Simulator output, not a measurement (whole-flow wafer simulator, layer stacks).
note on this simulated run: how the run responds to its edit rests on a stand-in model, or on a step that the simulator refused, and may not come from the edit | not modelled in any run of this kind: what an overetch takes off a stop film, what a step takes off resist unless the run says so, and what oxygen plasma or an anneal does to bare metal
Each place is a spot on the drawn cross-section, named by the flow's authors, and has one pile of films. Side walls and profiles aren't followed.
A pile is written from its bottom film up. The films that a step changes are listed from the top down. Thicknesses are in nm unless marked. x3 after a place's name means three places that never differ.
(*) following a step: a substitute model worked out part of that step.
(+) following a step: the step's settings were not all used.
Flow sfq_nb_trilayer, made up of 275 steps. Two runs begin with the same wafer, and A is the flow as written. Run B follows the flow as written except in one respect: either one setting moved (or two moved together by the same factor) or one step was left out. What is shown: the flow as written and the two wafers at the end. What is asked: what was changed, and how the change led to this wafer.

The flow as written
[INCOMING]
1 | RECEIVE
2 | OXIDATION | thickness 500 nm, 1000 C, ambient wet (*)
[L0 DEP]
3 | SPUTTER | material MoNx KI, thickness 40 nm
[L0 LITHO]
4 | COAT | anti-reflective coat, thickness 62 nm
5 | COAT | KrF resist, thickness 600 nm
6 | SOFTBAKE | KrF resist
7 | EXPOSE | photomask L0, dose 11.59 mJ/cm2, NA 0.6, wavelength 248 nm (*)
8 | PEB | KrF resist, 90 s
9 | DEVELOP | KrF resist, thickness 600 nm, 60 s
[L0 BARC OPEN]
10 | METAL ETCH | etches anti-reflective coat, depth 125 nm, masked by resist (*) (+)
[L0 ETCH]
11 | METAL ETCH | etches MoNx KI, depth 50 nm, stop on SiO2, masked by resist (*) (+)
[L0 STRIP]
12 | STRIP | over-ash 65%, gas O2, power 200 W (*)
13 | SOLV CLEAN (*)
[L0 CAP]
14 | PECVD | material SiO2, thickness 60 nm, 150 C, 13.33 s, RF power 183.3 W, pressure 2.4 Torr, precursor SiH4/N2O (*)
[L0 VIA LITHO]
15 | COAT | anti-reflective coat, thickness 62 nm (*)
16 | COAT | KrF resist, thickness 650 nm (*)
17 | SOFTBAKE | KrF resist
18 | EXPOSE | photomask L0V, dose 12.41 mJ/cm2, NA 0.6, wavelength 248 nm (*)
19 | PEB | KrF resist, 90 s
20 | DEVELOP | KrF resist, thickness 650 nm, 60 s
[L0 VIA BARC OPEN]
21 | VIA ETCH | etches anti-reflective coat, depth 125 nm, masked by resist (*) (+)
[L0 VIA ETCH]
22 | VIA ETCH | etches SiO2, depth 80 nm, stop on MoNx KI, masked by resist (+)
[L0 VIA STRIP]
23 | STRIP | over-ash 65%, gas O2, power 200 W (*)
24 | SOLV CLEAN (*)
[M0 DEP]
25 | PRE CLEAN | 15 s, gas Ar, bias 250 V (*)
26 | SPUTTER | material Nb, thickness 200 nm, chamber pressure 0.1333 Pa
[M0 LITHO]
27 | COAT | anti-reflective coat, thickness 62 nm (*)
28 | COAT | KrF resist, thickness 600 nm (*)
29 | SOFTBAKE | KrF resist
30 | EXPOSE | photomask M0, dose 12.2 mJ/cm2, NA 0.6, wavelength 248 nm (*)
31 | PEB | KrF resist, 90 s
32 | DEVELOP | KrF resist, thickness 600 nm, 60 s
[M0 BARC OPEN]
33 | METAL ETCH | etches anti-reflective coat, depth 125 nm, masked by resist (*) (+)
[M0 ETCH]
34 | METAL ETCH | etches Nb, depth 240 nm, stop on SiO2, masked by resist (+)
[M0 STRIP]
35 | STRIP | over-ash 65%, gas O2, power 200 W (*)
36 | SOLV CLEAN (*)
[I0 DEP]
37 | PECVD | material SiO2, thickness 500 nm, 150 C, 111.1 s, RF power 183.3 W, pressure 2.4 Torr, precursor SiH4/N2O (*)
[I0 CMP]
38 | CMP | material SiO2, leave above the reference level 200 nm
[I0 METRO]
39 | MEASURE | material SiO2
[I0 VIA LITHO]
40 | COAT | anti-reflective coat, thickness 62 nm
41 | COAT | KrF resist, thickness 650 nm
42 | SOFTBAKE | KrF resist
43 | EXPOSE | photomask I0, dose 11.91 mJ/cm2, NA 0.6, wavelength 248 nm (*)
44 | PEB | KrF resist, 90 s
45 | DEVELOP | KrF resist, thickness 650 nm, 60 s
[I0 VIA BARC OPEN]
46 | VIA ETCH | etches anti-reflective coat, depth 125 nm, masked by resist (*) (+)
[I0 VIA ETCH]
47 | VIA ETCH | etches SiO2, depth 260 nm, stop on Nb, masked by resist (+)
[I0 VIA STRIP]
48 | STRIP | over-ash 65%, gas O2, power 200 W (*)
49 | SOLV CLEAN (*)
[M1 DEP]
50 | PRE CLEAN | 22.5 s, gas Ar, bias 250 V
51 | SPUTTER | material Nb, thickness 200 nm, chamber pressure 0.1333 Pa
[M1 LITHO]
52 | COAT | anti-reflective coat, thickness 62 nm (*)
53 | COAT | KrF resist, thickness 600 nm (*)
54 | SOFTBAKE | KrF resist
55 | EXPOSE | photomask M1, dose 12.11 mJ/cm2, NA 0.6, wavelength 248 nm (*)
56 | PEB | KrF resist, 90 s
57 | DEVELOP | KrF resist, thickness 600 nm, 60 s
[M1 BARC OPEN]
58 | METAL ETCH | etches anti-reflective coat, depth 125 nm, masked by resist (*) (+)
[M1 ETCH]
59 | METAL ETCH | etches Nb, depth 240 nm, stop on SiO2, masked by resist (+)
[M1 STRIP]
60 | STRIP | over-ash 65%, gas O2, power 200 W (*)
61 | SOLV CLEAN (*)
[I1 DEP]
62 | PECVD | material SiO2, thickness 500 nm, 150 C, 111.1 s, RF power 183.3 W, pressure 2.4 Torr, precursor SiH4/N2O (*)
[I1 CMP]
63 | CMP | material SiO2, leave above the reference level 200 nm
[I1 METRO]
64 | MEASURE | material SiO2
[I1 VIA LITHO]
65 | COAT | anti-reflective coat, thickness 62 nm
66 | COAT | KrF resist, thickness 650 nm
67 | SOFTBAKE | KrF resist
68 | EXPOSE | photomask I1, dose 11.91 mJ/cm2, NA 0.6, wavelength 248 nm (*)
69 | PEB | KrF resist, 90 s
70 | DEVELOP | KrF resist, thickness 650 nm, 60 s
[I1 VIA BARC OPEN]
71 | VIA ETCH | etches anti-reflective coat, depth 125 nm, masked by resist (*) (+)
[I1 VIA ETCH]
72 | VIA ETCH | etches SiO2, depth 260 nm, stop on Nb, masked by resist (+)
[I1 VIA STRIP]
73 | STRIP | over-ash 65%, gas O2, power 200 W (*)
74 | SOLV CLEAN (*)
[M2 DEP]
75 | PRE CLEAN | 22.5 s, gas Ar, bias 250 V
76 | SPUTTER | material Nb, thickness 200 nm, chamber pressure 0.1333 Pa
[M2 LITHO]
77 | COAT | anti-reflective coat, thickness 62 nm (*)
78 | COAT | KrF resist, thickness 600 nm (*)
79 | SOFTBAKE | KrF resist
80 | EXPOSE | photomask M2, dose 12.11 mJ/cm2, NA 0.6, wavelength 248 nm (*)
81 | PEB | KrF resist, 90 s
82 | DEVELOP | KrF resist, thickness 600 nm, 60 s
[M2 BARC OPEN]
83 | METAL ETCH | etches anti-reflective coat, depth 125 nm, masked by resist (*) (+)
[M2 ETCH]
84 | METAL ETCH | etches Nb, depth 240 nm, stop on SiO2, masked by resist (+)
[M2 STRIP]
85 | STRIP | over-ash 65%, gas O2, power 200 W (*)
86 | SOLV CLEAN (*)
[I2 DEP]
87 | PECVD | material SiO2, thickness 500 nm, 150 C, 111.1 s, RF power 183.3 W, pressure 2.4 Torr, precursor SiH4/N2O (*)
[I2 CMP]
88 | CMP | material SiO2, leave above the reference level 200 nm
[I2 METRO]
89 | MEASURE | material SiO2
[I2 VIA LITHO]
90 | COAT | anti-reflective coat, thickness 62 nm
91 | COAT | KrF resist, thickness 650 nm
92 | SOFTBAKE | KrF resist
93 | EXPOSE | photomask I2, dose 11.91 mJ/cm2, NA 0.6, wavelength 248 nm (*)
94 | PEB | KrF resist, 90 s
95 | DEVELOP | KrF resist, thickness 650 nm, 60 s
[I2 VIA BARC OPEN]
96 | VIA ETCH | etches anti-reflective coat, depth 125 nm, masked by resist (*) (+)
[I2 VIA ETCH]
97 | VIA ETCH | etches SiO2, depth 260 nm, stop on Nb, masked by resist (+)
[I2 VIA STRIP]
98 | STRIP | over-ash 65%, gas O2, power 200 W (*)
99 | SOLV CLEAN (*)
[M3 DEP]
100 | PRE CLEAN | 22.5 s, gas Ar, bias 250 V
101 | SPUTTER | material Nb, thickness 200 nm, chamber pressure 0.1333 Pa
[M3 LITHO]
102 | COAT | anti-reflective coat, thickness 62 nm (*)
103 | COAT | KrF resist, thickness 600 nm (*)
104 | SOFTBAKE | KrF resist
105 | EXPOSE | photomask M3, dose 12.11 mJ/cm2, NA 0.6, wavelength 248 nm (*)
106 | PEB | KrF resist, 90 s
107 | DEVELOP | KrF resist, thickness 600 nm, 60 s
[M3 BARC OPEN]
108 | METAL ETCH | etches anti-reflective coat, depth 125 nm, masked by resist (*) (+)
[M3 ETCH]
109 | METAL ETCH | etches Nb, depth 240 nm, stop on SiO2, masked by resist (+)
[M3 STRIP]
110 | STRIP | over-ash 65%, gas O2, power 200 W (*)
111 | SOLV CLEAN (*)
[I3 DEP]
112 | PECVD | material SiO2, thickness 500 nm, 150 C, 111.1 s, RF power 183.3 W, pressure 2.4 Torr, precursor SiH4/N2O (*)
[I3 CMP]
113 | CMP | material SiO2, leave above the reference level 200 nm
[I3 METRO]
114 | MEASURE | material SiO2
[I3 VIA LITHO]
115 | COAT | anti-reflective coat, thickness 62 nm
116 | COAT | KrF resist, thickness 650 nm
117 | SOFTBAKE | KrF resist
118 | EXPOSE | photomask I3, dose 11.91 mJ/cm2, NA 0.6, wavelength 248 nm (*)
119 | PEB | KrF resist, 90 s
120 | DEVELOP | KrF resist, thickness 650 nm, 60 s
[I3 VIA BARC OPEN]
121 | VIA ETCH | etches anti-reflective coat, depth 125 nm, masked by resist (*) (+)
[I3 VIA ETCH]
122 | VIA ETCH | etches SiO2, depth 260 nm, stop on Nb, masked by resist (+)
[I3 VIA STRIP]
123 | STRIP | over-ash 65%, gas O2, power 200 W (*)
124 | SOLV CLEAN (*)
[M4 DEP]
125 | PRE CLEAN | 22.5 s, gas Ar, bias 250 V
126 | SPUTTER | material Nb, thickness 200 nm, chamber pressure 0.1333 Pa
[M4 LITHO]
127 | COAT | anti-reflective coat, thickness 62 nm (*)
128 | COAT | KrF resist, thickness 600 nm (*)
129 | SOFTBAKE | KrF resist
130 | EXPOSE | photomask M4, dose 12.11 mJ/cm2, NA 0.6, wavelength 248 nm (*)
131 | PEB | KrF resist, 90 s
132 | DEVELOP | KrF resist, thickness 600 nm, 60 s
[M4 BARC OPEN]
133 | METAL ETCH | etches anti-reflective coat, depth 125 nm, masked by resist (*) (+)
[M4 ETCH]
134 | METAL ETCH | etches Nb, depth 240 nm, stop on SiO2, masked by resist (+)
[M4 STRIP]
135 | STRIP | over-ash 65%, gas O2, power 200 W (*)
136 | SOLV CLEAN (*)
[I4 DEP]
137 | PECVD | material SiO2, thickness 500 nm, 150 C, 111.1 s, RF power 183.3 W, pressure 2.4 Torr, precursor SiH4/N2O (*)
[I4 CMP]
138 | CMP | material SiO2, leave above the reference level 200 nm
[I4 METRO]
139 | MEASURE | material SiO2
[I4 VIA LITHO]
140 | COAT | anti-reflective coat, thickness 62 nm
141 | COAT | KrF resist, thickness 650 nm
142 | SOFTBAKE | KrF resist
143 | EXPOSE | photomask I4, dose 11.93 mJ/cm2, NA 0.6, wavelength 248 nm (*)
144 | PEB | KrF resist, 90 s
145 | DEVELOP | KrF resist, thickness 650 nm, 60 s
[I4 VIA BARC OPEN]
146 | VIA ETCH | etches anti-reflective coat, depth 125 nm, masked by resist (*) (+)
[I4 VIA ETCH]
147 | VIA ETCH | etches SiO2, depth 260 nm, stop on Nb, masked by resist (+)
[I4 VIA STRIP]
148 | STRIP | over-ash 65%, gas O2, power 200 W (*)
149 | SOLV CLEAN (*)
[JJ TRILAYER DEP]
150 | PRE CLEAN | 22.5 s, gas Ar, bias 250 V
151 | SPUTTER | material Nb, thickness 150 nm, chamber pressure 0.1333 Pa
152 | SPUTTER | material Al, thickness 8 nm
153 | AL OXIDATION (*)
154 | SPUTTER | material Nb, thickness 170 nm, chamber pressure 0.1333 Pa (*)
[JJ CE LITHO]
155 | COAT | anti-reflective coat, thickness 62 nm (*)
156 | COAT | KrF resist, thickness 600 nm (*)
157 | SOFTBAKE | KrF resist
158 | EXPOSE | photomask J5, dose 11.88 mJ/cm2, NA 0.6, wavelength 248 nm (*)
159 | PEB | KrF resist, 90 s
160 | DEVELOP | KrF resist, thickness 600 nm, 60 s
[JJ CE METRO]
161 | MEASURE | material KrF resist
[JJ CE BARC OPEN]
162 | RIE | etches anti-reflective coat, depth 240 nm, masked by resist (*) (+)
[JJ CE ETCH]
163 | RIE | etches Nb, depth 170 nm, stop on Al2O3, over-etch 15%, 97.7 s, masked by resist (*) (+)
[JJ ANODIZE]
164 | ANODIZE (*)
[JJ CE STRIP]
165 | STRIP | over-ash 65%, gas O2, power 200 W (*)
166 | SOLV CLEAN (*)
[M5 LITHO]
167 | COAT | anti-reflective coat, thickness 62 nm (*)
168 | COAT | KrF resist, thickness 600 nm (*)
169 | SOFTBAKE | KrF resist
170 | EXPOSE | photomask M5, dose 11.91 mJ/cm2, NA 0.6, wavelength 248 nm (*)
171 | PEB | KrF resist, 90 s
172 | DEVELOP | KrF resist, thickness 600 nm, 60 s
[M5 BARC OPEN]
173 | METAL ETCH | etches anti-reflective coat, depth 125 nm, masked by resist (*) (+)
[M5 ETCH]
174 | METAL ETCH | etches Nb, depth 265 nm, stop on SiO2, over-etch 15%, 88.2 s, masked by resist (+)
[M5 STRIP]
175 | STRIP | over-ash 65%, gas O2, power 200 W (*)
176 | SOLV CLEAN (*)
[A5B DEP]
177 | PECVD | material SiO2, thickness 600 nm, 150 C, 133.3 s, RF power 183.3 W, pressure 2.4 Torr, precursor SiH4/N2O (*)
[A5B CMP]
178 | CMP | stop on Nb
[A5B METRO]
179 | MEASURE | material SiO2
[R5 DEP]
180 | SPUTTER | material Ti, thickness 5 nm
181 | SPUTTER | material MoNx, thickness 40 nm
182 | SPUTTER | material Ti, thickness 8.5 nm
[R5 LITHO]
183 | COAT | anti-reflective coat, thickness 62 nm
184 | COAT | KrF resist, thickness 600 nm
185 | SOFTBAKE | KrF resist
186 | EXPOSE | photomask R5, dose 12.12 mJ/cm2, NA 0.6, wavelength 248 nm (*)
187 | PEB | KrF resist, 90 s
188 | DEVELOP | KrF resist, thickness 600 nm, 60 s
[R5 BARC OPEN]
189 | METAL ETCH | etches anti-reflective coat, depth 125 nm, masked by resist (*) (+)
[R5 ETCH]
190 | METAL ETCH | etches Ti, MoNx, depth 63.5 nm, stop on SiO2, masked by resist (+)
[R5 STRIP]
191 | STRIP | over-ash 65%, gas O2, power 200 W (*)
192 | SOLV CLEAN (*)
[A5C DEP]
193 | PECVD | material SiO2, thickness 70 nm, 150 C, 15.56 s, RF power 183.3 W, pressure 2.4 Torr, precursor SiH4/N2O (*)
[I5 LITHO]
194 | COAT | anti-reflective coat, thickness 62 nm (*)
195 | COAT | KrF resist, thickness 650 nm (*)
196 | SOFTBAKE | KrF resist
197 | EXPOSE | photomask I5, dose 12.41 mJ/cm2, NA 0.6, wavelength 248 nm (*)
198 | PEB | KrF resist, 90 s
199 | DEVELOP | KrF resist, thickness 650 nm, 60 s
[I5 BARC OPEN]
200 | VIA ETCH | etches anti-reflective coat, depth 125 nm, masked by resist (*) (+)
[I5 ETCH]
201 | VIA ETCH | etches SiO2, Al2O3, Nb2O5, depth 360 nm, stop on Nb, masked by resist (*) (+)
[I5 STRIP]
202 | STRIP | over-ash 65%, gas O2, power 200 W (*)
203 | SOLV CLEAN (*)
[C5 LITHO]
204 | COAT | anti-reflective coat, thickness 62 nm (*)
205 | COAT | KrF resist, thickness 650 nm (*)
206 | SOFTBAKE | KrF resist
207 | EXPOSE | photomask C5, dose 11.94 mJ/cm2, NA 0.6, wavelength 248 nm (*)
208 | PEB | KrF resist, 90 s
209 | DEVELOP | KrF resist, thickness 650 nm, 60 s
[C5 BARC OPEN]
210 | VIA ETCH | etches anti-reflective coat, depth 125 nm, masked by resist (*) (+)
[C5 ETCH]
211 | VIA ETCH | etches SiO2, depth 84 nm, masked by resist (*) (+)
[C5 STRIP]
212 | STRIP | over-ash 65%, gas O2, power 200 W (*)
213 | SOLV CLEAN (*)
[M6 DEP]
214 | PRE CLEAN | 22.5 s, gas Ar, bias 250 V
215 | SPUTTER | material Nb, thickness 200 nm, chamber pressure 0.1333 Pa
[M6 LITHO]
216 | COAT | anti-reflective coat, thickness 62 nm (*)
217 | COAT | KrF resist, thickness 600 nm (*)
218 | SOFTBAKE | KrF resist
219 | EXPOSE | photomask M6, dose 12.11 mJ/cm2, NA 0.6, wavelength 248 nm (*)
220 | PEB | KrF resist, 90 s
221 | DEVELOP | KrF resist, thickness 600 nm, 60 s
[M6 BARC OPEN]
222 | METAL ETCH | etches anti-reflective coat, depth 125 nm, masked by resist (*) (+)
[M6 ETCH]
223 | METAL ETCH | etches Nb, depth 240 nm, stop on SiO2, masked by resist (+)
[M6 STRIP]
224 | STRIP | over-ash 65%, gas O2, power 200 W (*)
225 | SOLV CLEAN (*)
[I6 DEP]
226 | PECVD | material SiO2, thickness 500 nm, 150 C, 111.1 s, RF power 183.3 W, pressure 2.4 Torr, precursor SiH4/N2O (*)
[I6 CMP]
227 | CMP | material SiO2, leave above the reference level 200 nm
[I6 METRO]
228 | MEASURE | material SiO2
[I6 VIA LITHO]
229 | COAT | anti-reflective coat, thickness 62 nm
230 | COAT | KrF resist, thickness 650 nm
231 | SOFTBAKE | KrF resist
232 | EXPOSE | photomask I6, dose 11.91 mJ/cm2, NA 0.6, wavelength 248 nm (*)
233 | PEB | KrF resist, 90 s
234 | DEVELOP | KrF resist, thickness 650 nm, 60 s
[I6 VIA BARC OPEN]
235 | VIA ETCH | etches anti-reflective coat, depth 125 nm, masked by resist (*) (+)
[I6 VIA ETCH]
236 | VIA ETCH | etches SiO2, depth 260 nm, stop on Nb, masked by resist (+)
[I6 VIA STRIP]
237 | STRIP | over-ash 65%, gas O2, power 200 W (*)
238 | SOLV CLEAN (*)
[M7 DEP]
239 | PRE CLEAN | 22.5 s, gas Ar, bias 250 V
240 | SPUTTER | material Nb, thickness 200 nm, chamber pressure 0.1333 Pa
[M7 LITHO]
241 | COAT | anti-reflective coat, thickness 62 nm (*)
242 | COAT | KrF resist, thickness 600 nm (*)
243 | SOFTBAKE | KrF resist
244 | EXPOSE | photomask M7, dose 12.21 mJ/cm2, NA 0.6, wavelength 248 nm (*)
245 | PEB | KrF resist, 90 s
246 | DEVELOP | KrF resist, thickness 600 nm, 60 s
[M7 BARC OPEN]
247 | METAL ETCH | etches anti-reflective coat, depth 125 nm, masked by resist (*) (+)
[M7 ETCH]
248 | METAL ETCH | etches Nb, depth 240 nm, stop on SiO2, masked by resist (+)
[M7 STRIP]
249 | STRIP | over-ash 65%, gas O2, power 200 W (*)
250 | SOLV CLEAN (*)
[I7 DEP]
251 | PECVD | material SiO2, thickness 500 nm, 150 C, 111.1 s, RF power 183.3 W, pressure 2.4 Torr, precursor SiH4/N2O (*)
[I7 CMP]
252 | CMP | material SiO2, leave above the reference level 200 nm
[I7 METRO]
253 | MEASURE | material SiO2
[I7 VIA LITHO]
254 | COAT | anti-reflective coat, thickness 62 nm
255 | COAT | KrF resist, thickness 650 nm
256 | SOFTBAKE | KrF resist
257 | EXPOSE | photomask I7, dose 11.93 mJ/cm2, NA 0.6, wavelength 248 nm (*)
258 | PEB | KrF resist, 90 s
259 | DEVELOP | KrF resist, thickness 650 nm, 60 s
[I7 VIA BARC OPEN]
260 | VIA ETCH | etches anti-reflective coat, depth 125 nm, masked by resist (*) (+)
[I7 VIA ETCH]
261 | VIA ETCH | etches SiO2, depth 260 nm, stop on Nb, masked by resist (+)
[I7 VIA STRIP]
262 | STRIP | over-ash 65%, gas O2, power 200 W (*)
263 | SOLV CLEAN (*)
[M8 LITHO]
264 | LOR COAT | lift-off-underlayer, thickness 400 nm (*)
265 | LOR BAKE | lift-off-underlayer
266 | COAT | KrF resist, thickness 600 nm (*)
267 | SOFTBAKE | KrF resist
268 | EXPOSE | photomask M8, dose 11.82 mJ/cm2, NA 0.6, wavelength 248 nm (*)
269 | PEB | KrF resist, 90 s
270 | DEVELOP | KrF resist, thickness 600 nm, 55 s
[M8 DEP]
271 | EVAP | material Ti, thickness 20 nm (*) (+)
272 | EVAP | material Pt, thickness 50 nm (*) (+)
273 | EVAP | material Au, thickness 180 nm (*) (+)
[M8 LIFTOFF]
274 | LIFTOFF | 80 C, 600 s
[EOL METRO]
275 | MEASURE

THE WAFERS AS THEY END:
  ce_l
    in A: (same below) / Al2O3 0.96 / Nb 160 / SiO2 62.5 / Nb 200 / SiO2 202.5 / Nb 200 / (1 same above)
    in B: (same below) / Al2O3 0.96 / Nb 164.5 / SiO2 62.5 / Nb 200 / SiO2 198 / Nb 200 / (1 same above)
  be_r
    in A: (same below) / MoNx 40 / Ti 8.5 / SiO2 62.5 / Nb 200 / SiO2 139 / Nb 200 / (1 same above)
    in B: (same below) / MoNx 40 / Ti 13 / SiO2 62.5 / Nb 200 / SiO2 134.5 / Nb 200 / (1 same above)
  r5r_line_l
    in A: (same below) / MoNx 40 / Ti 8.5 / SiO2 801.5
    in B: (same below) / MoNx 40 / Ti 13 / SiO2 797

The reason: step 182, SPUTTER: thickness 13 nm was run, whereas the flow has thickness 8.5 nm.
The wafer itself shows it: be_r has Ti 13, and step 182 as written asks for 8.5 nm.

The path from the change to this, step by step:
  182 | SPUTTER | material Ti, thickness 8.5 nm
      field_l, v_sur, via_wl and 103 more: A +8.5 Ti (new film) | B +13 Ti (new film)
  190 | METAL ETCH | etches Ti, MoNx, depth 63.5 nm, stop on SiO2, masked by resist (+)
      field_l, v_sur, via_wl and 92 more: A -8.5 Ti (all of it), -40 MoNx (all of it), -5 Ti (all of it) | B -13 Ti (all of it), -40 MoNx (all of it), -5 Ti (all of it)
      ce_l, c5j, ce_r, wl_jj: A -8.5 Ti (all of it), -40 MoNx (all of it), -5 Ti (all of it), -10 Nb | B -13 Ti (all of it), -40 MoNx (all of it), -5 Ti (all of it), -5.5 Nb
  194 | COAT | anti-reflective coat, thickness 62 nm (*)
      r5r_spacepad_l, r5r_spacepad_r: A +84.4 anti-reflective coat (new film) | B +86.3 anti-reflective coat (new film)
      ce_l: A +67.2 anti-reflective coat (new film) | B +65.2 anti-reflective coat (new film)
      (as well as at 3 more places)
  202 | STRIP | over-ash 65%, gas O2, power 200 W (*)
      r5r_spacepad_l, r5r_spacepad_r: A -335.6 KrF resist (all of it), -84.4 anti-reflective coat (all of it) | B -335.8 KrF resist (all of it), -86.3 anti-reflective coat (all of it)
      ce_l: A -341.5 KrF resist (all of it), -67.2 anti-reflective coat (all of it) | B -340.3 KrF resist (all of it), -65.2 anti-reflective coat (all of it)
      (as well as at 3 more places)
  204 | COAT | anti-reflective coat, thickness 62 nm (*)
      r5r_spacepad_l, r5r_spacepad_r: A +84.4 anti-reflective coat (new film) | B +86.3 anti-reflective coat (new film)
      ce_l: A +66 anti-reflective coat (new film) | B +64 anti-reflective coat (new film)
      (as well as at 3 more places)
  212 | STRIP | over-ash 65%, gas O2, power 200 W (*)
      r5r_spacepad_l, r5r_spacepad_r: A -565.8 KrF resist (all of it), -84.4 anti-reflective coat (all of it) | B -566.3 KrF resist (all of it), -86.3 anti-reflective coat (all of it)
      ce_l: A -567.4 KrF resist (all of it), -66 anti-reflective coat (all of it) | B -566.5 KrF resist (all of it), -64 anti-reflective coat (all of it)
      (as well as at 3 more places)
  216 | COAT | anti-reflective coat, thickness 62 nm (*)
      r5r_spacepad_l, r5r_spacepad_r: A +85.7 anti-reflective coat (new film) | B +87.9 anti-reflective coat (new film)
      jj_sur: A +56.1 anti-reflective coat (new film) | B +57.3 anti-reflective coat (new film)
      (as well as at 4 more places)
  222 | METAL ETCH | etches anti-reflective coat, depth 125 nm, masked by resist (*) (+)
      r5r_spacepad_l, r5r_spacepad_r: A -85.7 anti-reflective coat (all of it) | B -87.9 anti-reflective coat (all of it)
  224 | STRIP | over-ash 65%, gas O2, power 200 W (*)
      jj_sur: A -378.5 KrF resist (all of it), -56.1 anti-reflective coat (all of it) | B -378.5 KrF resist (all of it), -57.3 anti-reflective coat (all of it)
      ce_l: A -397.1 KrF resist (all of it), -48 anti-reflective coat (all of it) | B -395.4 KrF resist (all of it), -46.7 anti-reflective coat (all of it)
      (as well as at 3 more places)
  227 | CMP | material SiO2, leave above the reference level 200 nm
      r5r_line_l, r5r_spacepad_l, r5r_spacepad_r, r5r_line_c, r5r_line_r: A -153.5 SiO2 | B -158 SiO2
